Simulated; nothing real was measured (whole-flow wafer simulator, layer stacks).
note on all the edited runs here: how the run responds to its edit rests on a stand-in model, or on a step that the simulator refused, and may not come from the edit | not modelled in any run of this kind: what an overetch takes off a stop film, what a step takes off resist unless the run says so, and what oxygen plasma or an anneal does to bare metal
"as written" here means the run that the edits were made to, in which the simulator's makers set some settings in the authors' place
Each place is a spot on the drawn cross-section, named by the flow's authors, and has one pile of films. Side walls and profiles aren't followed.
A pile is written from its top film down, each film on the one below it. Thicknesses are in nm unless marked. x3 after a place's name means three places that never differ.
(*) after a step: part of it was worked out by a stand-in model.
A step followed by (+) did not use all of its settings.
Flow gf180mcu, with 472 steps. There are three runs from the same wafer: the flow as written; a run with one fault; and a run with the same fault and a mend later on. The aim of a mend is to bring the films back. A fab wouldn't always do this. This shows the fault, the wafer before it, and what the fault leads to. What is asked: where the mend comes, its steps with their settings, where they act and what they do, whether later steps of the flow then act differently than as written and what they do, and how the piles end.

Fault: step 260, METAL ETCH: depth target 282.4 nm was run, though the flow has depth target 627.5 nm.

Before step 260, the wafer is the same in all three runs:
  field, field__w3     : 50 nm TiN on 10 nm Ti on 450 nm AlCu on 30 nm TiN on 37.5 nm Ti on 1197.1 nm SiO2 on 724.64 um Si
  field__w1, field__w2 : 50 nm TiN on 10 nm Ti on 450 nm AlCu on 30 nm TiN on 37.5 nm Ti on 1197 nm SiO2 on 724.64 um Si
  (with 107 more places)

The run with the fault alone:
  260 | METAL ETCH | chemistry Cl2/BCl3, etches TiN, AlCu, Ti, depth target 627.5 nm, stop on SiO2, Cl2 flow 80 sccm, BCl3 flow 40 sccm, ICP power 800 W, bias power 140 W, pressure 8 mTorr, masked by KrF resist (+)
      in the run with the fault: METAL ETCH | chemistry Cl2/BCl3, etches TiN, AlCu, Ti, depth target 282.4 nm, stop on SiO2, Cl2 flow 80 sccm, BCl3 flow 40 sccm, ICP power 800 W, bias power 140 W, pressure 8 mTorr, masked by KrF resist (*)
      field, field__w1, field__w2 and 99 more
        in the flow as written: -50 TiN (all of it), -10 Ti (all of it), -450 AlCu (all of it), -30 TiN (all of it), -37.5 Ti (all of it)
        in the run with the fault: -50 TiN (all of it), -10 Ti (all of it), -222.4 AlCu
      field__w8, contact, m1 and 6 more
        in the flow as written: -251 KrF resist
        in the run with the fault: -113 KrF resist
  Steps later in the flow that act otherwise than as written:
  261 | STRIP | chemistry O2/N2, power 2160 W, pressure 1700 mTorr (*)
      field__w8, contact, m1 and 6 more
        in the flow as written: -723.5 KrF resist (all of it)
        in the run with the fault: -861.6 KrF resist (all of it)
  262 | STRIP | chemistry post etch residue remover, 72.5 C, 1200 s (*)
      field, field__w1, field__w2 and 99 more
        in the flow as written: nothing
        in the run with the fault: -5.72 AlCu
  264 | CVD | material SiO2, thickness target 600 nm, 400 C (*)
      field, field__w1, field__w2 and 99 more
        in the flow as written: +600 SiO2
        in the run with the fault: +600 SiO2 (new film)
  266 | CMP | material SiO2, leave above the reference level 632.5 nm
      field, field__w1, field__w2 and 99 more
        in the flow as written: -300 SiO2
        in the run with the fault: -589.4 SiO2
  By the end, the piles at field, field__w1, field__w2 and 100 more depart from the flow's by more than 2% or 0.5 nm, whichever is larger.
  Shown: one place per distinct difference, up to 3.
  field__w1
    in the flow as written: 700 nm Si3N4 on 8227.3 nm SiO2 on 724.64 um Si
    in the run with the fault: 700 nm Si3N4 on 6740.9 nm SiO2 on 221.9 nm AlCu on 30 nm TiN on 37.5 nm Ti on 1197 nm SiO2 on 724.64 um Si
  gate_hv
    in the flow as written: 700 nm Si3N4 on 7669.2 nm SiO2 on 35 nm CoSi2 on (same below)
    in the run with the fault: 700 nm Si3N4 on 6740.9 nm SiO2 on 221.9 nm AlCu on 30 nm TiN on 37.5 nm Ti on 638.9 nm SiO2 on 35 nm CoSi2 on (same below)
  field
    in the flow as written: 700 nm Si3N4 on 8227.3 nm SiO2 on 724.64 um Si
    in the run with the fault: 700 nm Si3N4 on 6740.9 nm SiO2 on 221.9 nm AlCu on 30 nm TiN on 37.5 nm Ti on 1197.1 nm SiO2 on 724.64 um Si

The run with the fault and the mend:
  The mend follows step 262.
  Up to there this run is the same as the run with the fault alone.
  262a | DEHYDRATE | 200 C, 60 s (a further turn of the flow's step 253)
      alters no film at any place that is followed
  262b | HMDS | 120 C, 60 s (a further turn of the flow's step 254)
      alters no film at any place that is followed
  262c | COAT | KrF resist, thickness 1000 nm (*) (a further turn of the flow's step 255)
      iso_ptap_pw, iso_ntap_nw, iso_nw_fld and 33 more
        +1000 KrF resist (new film)
      field_sub__w2, field_sub__w4, ld_sd_n and 14 more
        +1001.8 KrF resist (new film)
      field__w10, p_well, sti and 10 more
        +1002 KrF resist (new film)
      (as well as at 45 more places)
  262d | SOFTBAKE | KrF resist (a further turn of the flow's step 256)
      alters no film at any place that is followed
  262e | EXPOSE | photomask Metal1 (a further turn of the flow's step 257)
      alters no film at any place that is followed
  262f | PEB | KrF resist, 135 C, 90 s (a further turn of the flow's step 258)
      field__w1, field__w2, field__w3 and 57 more
        -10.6 KrF resist
      iso_ptap_pw, iso_ntap_nw, iso_nw_fld and 33 more
        -10.5 KrF resist
      sd_p, gate_p, nw_sep_fld
        -10.7 KrF resist
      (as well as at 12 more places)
  262g | DEVELOP | thickness 1000 nm, 60 s (a further turn of the flow's step 259)
      iso_ptap_pw, iso_ntap_nw, iso_nw_fld and 33 more
        -989.5 KrF resist (all of it)
      field__w5, field__w6, field__w9 and 13 more
        -991.3 KrF resist (all of it)
      field_sub, field_sub__w1, p_well and 9 more
        -991.4 KrF resist (all of it)
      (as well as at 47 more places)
  262h | METAL ETCH | chemistry Cl2/BCl3, etches TiN, AlCu, Ti, depth target 345.1 nm, stop on SiO2, Cl2 flow 80 sccm, BCl3 flow 40 sccm, ICP power 800 W, bias power 140 W, pressure 8 mTorr, masked by KrF resist (+) (a further turn of the flow's step 260, with different settings)
      field, field__w1, field__w2 and 99 more
        -221.9 AlCu (all of it), -30 TiN (all of it), -37.5 Ti (all of it)
      field__w8, contact, m1 and 6 more
        -138 KrF resist
  262i | STRIP | chemistry O2/N2, power 2160 W, pressure 1700 mTorr (*) (a further turn of the flow's step 261)
      field__w8
        -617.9 KrF resist (all of it)
      contact
        -616.3 KrF resist (all of it)
      m1
        -617.8 KrF resist (all of it)
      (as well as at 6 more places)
  262j | STRIP | chemistry post etch residue remover, 72.5 C, 1200 s (*) (a further turn of the flow's step 262)
      field__w8, contact, m1 and 6 more
        -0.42 TiN
  None of the later steps of the flow differs from how it acts as written, at any place that is followed, by more than 2% or 0.5 nm, whichever is larger.
  At the end the piles are close to the flow's at the places that both follow, differing by at most 2% or 0.5 nm, whichever is larger.
